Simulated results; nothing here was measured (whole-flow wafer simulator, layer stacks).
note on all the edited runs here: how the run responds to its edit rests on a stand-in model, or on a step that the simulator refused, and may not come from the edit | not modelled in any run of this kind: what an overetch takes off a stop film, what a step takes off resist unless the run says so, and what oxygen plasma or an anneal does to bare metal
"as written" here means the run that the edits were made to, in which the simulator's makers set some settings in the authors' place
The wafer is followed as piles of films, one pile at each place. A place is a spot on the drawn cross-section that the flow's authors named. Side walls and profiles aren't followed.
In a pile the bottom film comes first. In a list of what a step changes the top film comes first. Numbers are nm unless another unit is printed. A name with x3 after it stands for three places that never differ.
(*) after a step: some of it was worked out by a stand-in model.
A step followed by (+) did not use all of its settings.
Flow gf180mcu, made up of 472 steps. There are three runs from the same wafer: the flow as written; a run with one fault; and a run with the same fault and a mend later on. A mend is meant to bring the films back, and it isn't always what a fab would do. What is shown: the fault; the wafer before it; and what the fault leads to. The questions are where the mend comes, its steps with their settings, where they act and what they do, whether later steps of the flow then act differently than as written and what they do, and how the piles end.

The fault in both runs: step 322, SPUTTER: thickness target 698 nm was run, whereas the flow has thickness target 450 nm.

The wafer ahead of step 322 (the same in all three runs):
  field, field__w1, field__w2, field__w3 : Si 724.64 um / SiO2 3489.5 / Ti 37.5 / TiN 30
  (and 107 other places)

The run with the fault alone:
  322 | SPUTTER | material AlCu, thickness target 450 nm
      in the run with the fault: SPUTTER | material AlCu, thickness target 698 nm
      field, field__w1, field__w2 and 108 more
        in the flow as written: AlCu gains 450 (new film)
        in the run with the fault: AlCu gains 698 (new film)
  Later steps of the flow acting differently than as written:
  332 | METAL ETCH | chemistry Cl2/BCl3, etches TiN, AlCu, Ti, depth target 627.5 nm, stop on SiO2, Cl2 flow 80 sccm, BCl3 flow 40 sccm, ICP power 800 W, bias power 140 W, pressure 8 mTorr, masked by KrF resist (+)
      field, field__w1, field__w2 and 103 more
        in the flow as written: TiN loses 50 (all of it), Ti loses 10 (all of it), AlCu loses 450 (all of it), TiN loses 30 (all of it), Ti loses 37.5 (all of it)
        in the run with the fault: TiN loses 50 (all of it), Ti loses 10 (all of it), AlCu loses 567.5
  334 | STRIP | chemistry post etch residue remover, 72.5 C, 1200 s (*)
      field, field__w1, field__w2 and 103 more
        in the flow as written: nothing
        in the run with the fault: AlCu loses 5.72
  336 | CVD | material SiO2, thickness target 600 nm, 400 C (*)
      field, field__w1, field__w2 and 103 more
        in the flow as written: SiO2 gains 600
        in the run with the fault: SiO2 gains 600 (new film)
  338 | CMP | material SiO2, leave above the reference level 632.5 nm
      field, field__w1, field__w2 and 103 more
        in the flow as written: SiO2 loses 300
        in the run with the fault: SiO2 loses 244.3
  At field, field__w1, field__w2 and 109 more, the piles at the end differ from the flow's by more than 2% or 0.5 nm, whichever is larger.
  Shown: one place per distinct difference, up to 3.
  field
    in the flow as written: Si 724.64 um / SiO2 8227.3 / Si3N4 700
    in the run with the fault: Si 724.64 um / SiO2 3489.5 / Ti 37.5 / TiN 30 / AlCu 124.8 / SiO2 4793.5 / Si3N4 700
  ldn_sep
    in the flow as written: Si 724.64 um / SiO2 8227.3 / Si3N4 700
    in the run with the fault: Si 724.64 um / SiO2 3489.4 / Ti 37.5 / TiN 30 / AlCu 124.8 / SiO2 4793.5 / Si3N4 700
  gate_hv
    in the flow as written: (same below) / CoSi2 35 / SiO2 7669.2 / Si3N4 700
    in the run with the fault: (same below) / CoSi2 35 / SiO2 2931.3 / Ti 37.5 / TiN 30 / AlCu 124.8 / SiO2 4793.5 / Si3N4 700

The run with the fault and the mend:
  After step 331 comes the mend.
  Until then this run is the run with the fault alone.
  332 | METAL ETCH | chemistry Cl2/BCl3, etches TiN, AlCu, Ti, depth target 875.5 nm, stop on SiO2, Cl2 flow 80 sccm, BCl3 flow 40 sccm, ICP power 800 W, bias power 140 W, pressure 8 mTorr, masked by KrF resist (+) (the flow's step 332; as written it has depth target 627.5 nm)
      field, field__w1, field__w2 and 103 more
        TiN loses 50 (all of it), Ti loses 10 (all of it), AlCu loses 698 (all of it), TiN loses 30 (all of it), Ti loses 37.5 (all of it)
      field__w8, contact, m1, m1__w1, m1_nw
        KrF resist loses 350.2
  Later steps of the flow acting differently than as written:
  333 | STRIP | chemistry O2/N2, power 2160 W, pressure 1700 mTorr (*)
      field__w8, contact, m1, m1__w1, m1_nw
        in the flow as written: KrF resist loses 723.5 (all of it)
        in the run with the mend: KrF resist loses 624.3 (all of it)
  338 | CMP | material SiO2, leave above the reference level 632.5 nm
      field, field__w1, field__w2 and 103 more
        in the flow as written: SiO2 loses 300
        in the run with the mend: SiO2 loses 52
  At field, field__w1, field__w2 and 109 more, the piles at the end differ from the flow's by more than 2% or 0.5 nm, whichever is larger.
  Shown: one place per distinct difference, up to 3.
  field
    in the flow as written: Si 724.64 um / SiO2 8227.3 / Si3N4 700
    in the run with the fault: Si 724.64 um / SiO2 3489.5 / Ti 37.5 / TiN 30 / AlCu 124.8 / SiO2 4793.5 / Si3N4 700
    in the run with the mend: Si 724.64 um / SiO2 8475.3 / Si3N4 700
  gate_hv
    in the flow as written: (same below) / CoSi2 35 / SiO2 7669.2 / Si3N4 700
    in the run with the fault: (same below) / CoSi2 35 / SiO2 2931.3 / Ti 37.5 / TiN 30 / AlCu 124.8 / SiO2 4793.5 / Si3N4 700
    in the run with the mend: (same below) / CoSi2 35 / SiO2 7917.2 / Si3N4 700
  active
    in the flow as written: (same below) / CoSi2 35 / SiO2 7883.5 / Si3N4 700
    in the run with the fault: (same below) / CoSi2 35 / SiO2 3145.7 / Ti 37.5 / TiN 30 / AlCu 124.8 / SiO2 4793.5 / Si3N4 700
    in the run with the mend: (same below) / CoSi2 35 / SiO2 8131.5 / Si3N4 700
